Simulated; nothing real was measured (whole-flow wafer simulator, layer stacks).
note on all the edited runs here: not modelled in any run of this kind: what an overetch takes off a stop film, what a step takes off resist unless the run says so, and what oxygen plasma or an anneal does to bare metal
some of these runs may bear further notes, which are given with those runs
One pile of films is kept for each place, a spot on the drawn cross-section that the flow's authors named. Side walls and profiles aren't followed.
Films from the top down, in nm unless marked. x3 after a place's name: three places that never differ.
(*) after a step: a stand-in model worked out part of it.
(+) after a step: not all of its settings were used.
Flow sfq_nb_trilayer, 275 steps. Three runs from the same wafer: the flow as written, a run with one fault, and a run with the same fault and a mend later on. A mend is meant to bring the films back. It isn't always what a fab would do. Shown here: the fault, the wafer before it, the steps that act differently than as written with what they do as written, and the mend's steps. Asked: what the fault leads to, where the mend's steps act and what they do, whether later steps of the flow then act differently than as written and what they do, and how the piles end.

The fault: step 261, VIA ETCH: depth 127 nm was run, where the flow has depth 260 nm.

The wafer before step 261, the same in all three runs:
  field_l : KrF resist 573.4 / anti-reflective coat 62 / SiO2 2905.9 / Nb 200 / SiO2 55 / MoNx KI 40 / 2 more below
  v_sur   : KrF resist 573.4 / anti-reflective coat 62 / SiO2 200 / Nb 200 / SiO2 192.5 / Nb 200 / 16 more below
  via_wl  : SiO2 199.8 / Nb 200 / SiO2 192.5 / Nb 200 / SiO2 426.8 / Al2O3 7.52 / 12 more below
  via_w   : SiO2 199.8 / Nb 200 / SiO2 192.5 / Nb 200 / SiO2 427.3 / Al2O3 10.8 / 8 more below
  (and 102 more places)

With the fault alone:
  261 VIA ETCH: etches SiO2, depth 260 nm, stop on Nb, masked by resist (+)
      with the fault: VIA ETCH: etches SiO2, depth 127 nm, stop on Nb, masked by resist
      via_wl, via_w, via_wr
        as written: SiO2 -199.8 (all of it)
        with the fault: SiO2 -127
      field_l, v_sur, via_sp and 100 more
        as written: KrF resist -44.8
        with the fault: KrF resist -21.9
  Later steps of the flow that act differently than as written (2 more steps differ only slightly, by at most 2% or 0.5 nm, whichever is larger, and aren't shown):
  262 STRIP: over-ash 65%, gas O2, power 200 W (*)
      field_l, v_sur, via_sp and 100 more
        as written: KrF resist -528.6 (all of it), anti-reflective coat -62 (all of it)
        with the fault: KrF resist -551.5 (all of it), anti-reflective coat -62 (all of it)
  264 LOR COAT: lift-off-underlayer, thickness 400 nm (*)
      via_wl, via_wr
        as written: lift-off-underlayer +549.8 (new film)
        with the fault: lift-off-underlayer +495.2 (new film)
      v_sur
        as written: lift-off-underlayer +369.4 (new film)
        with the fault: lift-off-underlayer +380.6 (new film)
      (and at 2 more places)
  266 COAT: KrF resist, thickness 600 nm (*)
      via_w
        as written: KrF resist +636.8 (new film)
        with the fault: KrF resist +623.4 (new film)
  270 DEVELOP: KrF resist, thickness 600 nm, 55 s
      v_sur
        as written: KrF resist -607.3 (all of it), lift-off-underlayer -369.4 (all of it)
        with the fault: KrF resist -604.2 (all of it), lift-off-underlayer -380.6 (all of it)
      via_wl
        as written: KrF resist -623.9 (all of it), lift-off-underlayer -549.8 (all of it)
        with the fault: KrF resist -614.7 (all of it), lift-off-underlayer -495.2 (all of it)
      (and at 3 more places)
  At the end the piles differ from the flow's by more than 2% or 0.5 nm, whichever is larger, at via_wl, via_w, via_wr.
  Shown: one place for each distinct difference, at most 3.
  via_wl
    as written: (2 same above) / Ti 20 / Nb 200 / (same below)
    with the fault: (2 same above) / Ti 20 / SiO2 72.8 / Nb 200 / (same below)

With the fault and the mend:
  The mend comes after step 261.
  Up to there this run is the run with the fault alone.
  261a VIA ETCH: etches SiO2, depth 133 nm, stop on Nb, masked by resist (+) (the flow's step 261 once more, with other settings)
      field_l, v_sur, via_sp and 100 more
        KrF resist -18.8
      via_wl, via_w, via_wr
        SiO2 -72.8 (all of it)
  No later step of the flow acts differently than as written, at any place that is followed, by more than 2% or 0.5 nm, whichever is larger.
  At the end the piles are the same as the flow's at every place that both follow.
